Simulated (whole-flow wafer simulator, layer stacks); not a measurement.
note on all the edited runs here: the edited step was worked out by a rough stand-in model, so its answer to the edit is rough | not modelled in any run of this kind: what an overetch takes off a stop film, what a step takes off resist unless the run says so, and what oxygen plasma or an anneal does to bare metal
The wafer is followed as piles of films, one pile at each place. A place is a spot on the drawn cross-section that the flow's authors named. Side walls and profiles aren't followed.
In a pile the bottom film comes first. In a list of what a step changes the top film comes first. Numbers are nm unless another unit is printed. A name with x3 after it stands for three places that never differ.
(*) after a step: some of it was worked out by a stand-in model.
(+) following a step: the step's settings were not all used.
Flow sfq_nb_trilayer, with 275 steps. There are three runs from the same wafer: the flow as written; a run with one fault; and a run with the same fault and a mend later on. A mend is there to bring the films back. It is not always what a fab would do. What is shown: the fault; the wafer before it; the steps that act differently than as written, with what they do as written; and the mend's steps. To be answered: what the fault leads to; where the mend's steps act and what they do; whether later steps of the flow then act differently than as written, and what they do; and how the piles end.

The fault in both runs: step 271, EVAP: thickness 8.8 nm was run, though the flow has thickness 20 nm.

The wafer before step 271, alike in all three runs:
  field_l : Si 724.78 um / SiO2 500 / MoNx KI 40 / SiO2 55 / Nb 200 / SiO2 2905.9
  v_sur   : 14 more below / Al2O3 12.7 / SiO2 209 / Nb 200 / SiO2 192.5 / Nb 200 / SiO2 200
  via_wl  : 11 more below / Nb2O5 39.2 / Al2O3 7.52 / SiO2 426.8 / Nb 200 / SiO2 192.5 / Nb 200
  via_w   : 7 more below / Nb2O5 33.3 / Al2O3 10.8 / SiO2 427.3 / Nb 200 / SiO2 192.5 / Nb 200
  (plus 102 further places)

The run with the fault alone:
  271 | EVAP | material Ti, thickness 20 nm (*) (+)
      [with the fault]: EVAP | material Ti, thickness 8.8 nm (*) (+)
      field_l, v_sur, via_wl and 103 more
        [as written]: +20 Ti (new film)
        [with the fault]: +8.8 Ti (new film)
  Steps further on in the flow that do not act as written:
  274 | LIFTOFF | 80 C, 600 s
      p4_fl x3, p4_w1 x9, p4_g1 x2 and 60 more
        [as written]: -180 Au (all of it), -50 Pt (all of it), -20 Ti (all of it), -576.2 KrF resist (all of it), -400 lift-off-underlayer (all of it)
        [with the fault]: -180 Au (all of it), -50 Pt (all of it), -8.8 Ti (all of it), -576.2 KrF resist (all of it), -400 lift-off-underlayer (all of it)
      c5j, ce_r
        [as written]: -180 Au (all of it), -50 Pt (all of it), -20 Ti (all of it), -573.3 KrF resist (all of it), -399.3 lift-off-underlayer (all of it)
        [with the fault]: -180 Au (all of it), -50 Pt (all of it), -8.8 Ti (all of it), -573.3 KrF resist (all of it), -399.3 lift-off-underlayer (all of it)
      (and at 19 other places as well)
  The piles end different from the flow's at field_l, v_sur, via_wl and 8 more by more than 2% or 0.5 nm, whichever is larger.
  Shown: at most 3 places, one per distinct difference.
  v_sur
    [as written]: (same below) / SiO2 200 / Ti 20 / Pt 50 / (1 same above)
    [with the fault]: (same below) / SiO2 200 / Ti 8.8 / Pt 50 / (1 same above)
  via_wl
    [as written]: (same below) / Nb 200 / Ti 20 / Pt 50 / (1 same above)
    [with the fault]: (same below) / Nb 200 / Ti 8.8 / Pt 50 / (1 same above)
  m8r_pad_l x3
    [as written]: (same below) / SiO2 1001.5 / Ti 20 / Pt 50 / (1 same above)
    [with the fault]: (same below) / SiO2 1001.5 / Ti 8.8 / Pt 50 / (1 same above)

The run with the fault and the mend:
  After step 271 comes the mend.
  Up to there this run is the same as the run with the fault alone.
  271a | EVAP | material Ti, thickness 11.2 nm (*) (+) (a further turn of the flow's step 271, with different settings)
      field_l, v_sur, via_wl and 103 more
        +11.2 Ti
  Later steps of the flow that are run all act as written at every place that is followed.
  At every place that both follow, the piles at the end match the flow's.
